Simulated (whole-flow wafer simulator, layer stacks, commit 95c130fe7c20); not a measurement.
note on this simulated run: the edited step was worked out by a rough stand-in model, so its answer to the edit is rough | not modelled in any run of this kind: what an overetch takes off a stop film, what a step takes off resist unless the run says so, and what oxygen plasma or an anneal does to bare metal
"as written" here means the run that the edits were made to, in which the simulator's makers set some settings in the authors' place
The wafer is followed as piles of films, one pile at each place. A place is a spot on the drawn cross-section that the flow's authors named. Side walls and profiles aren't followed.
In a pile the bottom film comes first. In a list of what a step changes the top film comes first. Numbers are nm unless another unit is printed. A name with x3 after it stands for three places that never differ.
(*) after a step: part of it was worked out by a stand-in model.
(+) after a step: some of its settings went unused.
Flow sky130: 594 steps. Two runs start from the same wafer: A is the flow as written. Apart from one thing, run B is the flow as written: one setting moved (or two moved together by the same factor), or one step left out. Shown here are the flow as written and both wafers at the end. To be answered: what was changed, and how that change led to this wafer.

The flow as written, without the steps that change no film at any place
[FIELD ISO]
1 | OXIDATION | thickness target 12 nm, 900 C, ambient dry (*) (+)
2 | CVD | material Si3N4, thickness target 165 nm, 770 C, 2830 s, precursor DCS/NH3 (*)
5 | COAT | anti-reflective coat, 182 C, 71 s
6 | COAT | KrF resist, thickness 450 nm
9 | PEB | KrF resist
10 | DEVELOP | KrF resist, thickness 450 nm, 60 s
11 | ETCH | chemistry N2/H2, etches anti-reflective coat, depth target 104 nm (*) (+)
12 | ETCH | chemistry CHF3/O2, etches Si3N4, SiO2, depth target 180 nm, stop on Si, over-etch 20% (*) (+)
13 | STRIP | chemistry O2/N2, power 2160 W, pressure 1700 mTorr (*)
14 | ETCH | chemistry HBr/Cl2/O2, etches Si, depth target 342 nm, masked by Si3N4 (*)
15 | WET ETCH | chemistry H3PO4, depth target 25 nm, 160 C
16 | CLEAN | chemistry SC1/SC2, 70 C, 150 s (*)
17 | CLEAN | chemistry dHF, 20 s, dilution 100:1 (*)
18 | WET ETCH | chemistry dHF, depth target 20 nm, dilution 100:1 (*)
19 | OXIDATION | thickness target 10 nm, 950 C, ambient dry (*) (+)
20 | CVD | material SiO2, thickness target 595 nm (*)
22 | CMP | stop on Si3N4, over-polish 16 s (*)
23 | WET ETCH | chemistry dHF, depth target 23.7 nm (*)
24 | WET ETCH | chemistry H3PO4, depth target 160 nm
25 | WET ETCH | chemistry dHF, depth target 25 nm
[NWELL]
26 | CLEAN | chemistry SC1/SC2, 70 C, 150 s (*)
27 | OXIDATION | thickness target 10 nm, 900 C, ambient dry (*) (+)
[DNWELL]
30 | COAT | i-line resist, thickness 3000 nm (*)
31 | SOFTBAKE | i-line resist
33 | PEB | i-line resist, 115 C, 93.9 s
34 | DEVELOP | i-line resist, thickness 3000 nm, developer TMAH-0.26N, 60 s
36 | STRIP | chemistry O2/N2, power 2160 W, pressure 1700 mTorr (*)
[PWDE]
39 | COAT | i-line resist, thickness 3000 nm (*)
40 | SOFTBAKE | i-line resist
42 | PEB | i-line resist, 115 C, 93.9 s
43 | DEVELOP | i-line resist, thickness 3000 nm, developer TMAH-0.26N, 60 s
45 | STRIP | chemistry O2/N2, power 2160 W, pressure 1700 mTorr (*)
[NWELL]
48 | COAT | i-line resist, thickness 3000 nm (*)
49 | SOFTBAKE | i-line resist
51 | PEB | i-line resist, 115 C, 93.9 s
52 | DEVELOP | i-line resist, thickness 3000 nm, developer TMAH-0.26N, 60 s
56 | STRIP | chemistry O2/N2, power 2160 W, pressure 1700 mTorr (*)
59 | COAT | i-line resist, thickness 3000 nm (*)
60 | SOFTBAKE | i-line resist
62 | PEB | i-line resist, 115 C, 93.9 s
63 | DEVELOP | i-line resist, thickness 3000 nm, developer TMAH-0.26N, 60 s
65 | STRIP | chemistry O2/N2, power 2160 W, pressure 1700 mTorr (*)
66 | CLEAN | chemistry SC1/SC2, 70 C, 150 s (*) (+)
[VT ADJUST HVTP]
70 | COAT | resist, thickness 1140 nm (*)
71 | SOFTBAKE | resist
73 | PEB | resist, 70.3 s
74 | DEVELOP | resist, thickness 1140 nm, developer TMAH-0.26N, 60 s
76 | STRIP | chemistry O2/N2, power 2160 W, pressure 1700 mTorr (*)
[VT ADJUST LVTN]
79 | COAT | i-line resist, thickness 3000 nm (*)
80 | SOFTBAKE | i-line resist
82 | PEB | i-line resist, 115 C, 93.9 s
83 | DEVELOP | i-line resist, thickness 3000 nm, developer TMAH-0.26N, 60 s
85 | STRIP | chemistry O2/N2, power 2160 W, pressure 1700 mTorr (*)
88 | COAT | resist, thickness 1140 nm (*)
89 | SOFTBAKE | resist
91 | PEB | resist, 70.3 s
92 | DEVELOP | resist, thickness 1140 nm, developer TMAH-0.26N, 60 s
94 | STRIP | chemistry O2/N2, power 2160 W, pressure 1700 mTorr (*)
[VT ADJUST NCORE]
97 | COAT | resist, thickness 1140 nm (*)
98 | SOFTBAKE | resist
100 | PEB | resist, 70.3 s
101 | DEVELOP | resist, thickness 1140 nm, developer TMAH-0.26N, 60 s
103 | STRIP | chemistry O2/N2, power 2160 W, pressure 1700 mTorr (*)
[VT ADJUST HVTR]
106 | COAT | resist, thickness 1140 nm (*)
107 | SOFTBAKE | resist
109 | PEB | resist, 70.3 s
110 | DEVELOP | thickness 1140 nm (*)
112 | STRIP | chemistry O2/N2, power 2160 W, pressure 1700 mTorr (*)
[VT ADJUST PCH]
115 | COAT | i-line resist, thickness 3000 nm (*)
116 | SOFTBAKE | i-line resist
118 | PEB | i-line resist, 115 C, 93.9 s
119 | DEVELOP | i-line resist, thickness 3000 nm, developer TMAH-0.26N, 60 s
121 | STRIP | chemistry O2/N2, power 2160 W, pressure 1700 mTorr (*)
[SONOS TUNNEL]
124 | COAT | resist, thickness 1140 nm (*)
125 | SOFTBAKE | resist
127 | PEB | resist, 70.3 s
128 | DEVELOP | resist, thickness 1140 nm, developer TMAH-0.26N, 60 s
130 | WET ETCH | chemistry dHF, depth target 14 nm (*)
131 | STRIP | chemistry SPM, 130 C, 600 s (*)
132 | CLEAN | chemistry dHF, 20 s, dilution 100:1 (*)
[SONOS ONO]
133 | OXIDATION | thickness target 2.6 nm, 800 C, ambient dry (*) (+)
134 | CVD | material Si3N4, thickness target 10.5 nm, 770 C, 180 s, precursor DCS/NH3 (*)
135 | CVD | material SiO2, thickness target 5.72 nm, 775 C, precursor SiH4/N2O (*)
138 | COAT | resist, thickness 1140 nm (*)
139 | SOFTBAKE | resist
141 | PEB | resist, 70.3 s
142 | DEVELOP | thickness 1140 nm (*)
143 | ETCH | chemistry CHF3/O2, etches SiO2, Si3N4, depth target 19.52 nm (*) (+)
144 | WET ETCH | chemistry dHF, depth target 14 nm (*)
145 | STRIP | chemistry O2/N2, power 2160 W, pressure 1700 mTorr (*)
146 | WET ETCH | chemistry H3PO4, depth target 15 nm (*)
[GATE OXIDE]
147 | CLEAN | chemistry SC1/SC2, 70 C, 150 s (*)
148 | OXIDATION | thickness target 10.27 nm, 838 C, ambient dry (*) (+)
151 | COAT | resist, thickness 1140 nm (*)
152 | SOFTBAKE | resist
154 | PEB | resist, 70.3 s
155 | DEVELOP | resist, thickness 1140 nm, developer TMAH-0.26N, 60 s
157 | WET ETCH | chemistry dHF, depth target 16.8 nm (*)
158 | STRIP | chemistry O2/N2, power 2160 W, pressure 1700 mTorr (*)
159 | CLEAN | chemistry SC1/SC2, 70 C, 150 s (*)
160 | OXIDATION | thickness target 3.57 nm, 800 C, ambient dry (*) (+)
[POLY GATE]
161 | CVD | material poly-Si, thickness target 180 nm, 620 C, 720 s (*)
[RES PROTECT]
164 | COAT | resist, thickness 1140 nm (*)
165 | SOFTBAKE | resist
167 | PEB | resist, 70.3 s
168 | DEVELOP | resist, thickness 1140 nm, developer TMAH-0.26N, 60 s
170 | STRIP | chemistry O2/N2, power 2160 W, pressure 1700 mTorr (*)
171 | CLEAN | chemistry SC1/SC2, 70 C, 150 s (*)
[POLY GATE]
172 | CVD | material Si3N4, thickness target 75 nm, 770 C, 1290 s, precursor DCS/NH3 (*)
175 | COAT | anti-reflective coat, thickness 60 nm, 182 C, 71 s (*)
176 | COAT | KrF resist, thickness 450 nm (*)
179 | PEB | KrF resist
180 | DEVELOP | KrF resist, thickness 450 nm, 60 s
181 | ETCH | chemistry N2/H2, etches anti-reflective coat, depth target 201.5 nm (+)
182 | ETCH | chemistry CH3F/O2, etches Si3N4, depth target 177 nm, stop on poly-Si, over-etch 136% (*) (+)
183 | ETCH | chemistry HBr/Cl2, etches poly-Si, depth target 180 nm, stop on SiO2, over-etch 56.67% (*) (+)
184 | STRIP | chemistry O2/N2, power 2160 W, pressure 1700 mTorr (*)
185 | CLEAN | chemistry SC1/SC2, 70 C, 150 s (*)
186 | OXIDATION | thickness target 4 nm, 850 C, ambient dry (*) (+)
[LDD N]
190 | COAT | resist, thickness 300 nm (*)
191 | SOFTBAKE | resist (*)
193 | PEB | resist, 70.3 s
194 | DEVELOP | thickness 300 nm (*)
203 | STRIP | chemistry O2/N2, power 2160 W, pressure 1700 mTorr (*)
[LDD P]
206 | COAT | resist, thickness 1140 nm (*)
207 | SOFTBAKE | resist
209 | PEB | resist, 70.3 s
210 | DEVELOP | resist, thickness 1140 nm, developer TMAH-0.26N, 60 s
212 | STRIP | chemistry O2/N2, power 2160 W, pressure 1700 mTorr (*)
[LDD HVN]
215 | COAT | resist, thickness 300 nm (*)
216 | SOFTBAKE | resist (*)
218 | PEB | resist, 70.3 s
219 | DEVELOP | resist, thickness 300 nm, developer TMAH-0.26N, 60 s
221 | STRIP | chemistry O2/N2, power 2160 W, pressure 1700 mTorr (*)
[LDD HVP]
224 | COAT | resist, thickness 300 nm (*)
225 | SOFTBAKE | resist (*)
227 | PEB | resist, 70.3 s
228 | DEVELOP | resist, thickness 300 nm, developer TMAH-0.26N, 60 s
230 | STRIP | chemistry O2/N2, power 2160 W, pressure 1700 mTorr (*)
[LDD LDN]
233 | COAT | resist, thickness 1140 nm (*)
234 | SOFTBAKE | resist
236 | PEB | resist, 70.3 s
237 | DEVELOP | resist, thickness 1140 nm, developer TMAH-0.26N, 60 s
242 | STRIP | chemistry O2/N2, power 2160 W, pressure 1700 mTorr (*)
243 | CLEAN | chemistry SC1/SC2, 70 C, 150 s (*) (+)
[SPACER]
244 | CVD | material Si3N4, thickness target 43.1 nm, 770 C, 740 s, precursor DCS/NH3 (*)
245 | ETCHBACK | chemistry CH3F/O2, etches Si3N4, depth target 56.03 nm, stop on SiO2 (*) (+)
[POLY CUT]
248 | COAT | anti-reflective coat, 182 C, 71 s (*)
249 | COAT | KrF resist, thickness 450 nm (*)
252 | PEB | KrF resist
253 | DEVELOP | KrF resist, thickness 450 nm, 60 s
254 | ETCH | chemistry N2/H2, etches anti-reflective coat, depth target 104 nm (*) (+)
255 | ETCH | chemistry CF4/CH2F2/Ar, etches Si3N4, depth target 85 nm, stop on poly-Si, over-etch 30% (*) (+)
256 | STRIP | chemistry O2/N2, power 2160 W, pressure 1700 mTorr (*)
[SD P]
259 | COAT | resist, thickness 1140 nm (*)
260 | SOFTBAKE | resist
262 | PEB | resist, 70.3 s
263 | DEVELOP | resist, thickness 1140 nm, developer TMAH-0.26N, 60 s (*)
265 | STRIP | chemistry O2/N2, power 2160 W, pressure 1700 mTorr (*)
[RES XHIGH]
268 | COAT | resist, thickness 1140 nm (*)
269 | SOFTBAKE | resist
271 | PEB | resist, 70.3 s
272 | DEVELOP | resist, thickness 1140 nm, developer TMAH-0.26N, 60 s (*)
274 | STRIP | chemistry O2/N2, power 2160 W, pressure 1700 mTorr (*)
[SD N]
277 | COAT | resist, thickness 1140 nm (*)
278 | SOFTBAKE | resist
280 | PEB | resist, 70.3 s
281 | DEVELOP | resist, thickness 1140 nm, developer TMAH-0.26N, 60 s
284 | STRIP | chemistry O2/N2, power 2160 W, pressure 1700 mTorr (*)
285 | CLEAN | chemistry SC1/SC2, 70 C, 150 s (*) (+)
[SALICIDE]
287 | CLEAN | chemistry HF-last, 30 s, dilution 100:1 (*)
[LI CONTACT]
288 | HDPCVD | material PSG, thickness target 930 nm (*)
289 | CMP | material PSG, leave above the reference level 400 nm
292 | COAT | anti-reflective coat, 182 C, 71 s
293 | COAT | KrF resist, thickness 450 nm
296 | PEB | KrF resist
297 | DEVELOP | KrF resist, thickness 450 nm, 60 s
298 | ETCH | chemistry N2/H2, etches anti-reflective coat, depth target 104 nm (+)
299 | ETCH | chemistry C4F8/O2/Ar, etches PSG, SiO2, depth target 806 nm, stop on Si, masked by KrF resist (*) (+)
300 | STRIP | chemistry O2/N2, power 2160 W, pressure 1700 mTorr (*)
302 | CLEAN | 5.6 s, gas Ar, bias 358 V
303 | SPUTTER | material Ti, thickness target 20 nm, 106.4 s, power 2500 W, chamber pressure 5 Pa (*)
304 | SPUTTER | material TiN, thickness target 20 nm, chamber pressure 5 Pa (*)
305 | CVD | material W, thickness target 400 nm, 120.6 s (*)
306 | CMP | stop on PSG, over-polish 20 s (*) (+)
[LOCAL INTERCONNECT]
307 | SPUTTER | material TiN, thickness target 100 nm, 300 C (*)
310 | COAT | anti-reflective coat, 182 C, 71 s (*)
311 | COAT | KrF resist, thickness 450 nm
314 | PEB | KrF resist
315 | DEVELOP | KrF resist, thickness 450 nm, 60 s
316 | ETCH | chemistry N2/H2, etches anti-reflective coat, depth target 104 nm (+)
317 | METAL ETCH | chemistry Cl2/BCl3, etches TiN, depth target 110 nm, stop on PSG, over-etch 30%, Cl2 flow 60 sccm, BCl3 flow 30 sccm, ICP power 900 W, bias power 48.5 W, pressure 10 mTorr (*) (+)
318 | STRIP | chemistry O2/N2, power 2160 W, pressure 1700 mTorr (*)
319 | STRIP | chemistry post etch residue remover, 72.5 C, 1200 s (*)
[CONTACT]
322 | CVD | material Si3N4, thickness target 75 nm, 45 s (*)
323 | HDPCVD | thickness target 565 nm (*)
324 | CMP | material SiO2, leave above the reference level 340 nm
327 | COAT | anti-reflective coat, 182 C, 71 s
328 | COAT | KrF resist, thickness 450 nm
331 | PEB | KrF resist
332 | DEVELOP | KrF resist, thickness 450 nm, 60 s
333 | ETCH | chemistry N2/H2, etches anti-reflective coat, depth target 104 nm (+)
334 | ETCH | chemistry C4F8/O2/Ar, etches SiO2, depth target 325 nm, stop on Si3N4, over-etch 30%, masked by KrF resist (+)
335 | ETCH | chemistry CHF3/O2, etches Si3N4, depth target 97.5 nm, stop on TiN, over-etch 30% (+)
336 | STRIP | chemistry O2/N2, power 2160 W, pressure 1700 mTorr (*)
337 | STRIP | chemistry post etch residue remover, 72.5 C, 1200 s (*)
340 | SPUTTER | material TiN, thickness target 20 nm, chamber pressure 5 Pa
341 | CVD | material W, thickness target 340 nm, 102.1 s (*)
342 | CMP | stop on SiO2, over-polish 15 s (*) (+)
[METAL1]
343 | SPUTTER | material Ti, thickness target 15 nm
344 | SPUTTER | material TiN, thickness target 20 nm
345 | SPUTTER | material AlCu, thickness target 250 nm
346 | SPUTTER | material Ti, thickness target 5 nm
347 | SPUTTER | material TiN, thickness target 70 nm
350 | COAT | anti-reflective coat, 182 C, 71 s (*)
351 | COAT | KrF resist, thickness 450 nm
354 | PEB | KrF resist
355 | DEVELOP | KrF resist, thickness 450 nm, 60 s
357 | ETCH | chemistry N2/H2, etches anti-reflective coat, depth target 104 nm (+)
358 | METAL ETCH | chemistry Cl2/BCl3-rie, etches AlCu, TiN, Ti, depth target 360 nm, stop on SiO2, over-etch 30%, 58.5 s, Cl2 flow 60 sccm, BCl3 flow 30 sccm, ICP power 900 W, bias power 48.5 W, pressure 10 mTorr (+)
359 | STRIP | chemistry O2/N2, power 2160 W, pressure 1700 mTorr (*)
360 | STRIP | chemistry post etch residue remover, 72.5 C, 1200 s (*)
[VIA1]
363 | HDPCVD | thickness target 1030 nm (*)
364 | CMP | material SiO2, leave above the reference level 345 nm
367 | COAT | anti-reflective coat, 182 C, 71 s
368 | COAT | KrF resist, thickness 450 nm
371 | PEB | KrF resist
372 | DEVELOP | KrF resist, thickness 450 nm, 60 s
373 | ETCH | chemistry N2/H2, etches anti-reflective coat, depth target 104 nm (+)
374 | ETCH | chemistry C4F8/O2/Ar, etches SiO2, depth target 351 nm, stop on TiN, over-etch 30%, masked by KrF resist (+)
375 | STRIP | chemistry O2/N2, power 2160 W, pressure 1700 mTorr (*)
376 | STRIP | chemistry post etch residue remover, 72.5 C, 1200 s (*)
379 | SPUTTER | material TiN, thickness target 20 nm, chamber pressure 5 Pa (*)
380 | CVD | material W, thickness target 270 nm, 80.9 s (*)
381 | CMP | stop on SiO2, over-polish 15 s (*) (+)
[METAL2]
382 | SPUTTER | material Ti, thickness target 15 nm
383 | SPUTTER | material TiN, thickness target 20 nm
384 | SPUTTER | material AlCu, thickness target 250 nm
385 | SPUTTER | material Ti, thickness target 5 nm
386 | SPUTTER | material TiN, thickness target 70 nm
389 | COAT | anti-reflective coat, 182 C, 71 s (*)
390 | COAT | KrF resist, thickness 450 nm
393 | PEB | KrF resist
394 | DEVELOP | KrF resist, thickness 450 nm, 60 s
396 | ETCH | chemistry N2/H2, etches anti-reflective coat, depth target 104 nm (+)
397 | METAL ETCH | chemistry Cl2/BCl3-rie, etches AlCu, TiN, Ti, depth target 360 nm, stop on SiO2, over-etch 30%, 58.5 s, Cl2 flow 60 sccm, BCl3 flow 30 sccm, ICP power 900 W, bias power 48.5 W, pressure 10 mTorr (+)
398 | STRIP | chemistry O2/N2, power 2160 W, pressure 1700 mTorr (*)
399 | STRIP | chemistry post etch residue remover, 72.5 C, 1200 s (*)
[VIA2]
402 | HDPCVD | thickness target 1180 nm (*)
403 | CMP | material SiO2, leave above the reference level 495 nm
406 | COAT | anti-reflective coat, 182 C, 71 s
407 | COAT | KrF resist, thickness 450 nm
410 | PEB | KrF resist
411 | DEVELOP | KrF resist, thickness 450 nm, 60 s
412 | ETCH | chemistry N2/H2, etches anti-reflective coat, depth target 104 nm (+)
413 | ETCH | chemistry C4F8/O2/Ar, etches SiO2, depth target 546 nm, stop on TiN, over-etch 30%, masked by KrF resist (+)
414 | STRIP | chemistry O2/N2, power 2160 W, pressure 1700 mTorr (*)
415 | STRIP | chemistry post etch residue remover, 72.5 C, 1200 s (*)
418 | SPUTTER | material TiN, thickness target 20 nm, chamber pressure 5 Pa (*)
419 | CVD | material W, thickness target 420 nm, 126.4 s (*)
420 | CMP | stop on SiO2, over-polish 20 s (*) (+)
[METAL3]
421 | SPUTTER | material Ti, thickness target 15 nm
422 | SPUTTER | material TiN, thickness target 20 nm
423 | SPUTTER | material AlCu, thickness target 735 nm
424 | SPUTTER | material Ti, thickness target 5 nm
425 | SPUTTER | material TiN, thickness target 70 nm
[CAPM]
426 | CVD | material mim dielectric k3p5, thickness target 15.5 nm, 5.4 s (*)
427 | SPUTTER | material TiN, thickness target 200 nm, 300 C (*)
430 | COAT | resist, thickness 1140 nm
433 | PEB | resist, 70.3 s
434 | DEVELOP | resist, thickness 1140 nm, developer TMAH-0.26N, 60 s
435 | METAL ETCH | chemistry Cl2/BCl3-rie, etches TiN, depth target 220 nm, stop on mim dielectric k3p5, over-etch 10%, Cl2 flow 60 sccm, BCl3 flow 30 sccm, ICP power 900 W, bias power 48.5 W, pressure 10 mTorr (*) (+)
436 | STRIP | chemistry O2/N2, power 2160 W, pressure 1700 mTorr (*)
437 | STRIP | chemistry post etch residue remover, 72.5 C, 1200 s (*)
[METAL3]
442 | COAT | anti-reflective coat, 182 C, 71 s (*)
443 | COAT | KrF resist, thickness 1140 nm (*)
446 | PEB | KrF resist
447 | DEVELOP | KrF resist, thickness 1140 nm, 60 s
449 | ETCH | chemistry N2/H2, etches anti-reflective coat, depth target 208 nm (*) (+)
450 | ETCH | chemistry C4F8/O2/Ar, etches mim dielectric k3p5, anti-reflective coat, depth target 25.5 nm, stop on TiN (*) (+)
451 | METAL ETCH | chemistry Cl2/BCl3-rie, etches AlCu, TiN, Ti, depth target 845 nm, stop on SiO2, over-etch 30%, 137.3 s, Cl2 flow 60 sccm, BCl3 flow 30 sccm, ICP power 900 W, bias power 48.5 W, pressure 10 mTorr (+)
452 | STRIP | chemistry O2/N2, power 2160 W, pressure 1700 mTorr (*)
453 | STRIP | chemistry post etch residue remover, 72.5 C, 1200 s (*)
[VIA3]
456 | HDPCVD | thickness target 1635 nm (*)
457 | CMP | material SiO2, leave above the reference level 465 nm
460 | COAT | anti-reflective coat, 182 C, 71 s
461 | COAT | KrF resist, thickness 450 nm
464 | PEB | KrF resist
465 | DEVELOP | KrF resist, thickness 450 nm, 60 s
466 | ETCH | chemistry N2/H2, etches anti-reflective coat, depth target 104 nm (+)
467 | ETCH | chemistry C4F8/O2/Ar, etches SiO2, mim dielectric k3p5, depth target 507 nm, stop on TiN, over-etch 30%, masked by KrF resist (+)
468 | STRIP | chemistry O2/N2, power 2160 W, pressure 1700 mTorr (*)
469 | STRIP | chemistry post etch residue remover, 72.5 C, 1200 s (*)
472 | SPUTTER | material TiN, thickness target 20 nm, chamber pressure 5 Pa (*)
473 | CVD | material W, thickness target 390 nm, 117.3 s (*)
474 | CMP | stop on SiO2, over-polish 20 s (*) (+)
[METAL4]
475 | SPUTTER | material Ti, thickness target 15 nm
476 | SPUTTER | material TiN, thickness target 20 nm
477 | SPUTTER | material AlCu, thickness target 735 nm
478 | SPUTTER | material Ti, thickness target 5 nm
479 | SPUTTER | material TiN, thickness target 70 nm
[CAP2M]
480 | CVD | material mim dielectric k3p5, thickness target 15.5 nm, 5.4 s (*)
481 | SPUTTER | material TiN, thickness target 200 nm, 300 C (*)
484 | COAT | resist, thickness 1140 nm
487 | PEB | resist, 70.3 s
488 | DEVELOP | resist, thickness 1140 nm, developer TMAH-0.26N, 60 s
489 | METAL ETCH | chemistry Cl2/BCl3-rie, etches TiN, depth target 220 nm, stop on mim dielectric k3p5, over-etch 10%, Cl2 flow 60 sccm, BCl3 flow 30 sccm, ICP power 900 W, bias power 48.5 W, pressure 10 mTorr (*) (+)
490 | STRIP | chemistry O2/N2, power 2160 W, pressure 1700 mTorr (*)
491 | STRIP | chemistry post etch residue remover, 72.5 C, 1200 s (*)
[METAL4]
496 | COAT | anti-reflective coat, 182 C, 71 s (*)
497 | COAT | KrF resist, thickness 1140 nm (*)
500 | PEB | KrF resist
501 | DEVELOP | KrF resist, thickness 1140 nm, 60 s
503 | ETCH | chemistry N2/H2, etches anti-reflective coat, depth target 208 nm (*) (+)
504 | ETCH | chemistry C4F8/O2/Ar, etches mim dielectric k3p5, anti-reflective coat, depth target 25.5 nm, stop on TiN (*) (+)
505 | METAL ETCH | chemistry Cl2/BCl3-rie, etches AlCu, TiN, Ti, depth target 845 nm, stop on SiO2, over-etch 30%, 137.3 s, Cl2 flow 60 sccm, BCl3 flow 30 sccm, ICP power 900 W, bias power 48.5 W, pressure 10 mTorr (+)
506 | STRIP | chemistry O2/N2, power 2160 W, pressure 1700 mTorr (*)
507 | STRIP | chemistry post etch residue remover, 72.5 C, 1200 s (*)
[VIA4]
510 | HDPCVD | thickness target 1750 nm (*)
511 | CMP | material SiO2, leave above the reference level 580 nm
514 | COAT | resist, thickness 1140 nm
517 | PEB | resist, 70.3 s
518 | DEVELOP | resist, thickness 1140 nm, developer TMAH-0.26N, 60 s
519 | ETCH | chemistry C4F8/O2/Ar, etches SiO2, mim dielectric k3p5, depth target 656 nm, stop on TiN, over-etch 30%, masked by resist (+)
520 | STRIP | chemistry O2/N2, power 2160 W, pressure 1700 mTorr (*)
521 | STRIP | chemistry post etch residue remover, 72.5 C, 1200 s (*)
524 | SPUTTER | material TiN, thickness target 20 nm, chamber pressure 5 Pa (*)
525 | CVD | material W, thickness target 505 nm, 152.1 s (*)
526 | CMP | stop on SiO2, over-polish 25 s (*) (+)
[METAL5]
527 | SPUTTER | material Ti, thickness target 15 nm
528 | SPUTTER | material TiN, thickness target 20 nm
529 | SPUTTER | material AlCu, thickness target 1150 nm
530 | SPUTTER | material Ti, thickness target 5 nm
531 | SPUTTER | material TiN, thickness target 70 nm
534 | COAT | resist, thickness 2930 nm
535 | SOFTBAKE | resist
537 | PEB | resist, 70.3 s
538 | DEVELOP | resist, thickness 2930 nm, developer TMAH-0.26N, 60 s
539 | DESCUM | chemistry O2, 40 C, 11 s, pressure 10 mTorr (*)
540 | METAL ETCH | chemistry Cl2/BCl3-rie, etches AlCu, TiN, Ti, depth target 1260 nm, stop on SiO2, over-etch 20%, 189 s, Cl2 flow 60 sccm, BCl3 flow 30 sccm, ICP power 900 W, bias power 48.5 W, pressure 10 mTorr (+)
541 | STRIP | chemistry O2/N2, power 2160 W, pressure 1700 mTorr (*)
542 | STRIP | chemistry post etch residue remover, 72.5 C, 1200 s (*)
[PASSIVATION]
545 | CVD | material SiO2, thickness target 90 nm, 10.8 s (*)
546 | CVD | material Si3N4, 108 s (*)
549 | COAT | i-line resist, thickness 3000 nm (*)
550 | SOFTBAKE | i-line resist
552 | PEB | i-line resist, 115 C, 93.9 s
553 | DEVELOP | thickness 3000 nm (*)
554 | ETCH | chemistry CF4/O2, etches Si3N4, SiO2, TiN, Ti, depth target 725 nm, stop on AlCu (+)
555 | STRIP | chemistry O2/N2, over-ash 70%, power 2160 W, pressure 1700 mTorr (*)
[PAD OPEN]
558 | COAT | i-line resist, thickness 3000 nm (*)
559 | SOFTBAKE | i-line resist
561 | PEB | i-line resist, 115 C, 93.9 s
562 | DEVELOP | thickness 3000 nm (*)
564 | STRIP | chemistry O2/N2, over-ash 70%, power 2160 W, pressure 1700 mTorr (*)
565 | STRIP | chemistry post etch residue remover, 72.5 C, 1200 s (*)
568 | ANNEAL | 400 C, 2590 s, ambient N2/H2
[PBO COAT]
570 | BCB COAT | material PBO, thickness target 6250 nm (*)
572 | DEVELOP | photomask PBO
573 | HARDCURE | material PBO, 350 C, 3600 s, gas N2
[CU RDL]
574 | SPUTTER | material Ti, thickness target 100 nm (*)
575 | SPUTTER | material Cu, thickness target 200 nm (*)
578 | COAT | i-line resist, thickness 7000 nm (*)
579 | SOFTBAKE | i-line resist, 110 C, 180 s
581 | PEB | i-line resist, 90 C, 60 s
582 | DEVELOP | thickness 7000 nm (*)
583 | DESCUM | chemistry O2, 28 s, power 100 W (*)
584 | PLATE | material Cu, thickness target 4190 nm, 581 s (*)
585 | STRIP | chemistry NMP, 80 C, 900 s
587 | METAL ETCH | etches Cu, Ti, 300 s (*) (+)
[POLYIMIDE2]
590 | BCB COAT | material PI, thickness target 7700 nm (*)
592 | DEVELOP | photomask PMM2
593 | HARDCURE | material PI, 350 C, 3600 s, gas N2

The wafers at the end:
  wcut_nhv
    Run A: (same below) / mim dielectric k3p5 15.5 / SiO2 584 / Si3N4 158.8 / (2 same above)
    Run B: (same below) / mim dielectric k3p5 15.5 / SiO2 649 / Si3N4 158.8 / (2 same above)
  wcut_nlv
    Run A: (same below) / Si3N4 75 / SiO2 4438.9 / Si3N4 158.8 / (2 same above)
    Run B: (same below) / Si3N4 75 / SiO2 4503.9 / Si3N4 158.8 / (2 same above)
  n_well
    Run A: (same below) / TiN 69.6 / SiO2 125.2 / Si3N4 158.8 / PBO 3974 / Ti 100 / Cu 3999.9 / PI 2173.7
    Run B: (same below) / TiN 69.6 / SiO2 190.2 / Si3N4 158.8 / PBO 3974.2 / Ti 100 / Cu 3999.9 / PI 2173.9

What caused this: step 545, CVD: thickness target 138 nm was run, while the flow as written has thickness target 90 nm; step 545, CVD: 16.5 s was run, where the flow has 10.8 s.

How this came from the change, step by step:
  545 | CVD | material SiO2, thickness target 90 nm, 10.8 s (*)
      field, active, gate and 175 more: A +125.2 SiO2 | B +190.2 SiO2
      n_well, p_well, sd_n and 12 more: A +125.2 SiO2 (new film) | B +190.2 SiO2 (new film)
  550 | SOFTBAKE | i-line resist
      active: A +12 i-line resist | B +13.3 i-line resist
      gate: A -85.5 i-line resist | B -89 i-line resist
      (and at 60 other places as well)
  554 | ETCH | chemistry CF4/O2, etches Si3N4, SiO2, TiN, Ti, depth target 725 nm, stop on AlCu (+)
      field, active, n_well and 189 more: A -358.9 i-line resist | B -423.9 i-line resist
      pad: A -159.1 Si3N4 (all of it), -125.2 SiO2 (all of it), -69.6 TiN (all of it), -5 Ti (all of it) | B -159.1 Si3N4 (all of it), -190.2 SiO2 (all of it), -69.6 TiN (all of it), -5 Ti (all of it)
  555 | STRIP | chemistry O2/N2, over-ash 70%, power 2160 W, pressure 1700 mTorr (*)
      gate_hv, dice_street, iso_guard and 83 more: A -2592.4 i-line resist (all of it) | B -2527.4 i-line resist (all of it)
      n_well, p_well, sd_n, sd_p: A -1340.8 i-line resist (all of it) | B -1275.8 i-line resist (all of it)
      (and at 102 other places as well)
  558 | COAT | i-line resist, thickness 3000 nm (*)
      pad: A +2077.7 i-line resist (new film) | B +2143.1 i-line resist (new film)
  559 | SOFTBAKE | i-line resist
      field: A +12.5 i-line resist | B +13.9 i-line resist
      active: A +12 i-line resist | B +13.3 i-line resist
      (and at 67 other places as well)
  561 | PEB | i-line resist, 115 C, 93.9 s
      pad: A -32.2 i-line resist | B -33.3 i-line resist
  562 | DEVELOP | thickness 3000 nm (*)
      pad: A -2045.5 i-line resist (all of it) | B -2109.8 i-line resist (all of it)
  578 | COAT | i-line resist, thickness 7000 nm (*)
      pad: A +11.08 um i-line resist (new film) | B +11.15 um i-line resist (new film)
  579 | SOFTBAKE | i-line resist, 110 C, 180 s
      ndiff_licon_rim, ndiff_licon: A -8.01 i-line resist | B -8.84 i-line resist
      rpo_hd_licon, mim2: A -14.9 i-line resist | B -15.8 i-line resist
      (and at 27 other places as well)
  582 | DEVELOP | thickness 7000 nm (*)
      pad: A -11.08 um i-line resist (all of it) | B -11.15 um i-line resist (all of it)
